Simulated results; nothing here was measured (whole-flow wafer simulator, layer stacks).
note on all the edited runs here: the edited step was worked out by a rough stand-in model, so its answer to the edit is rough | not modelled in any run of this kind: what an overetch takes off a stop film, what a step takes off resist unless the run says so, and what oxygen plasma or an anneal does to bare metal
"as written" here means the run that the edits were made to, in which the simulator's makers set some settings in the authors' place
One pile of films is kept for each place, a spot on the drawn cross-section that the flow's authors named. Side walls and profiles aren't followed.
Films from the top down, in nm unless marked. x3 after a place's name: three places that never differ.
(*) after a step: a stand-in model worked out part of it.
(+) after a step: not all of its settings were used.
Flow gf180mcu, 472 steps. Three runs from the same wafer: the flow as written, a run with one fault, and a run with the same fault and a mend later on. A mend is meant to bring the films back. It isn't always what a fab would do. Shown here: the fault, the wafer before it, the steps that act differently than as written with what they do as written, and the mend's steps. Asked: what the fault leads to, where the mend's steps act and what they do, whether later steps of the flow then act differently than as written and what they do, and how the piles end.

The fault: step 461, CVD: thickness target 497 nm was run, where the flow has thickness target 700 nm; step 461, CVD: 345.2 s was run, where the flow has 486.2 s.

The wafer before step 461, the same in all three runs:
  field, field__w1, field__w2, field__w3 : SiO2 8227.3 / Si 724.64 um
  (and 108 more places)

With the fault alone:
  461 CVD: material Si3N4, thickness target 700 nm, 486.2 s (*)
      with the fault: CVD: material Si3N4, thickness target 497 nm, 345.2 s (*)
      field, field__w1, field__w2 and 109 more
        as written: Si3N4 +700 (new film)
        with the fault: Si3N4 +497 (new film)
  Later steps of the flow that act differently than as written (4 more steps differ only slightly, by at most 2% or 0.5 nm, whichever is larger, and aren't shown):
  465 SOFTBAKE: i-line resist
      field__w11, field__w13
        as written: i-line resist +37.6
        with the fault: i-line resist +36.6
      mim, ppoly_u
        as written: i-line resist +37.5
        with the fault: i-line resist +36.5
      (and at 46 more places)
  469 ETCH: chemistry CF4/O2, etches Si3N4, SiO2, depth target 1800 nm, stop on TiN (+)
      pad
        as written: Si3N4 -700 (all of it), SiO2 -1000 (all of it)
        with the fault: Si3N4 -497 (all of it), SiO2 -1000 (all of it)
  At the end the piles differ from the flow's by more than 2% or 0.5 nm, whichever is larger, at field, field__w1, field__w2 and 108 more.
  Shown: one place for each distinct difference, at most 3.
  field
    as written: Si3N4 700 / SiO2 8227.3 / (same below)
    with the fault: Si3N4 497 / SiO2 8227.3 / (same below)
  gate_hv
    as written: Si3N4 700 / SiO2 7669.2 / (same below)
    with the fault: Si3N4 497 / SiO2 7669.2 / (same below)
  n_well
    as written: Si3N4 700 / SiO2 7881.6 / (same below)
    with the fault: Si3N4 497 / SiO2 7881.6 / (same below)

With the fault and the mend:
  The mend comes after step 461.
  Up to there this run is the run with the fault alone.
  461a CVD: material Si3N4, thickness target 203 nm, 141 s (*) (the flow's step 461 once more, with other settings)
      field, field__w1, field__w2 and 109 more
        Si3N4 +203.1
  No later step of the flow acts differently than as written, at any place that is followed, by more than 2% or 0.5 nm, whichever is larger.
  At the end the piles differ from the flow's only slightly at the places that both follow, by at most 2% or 0.5 nm, whichever is larger.
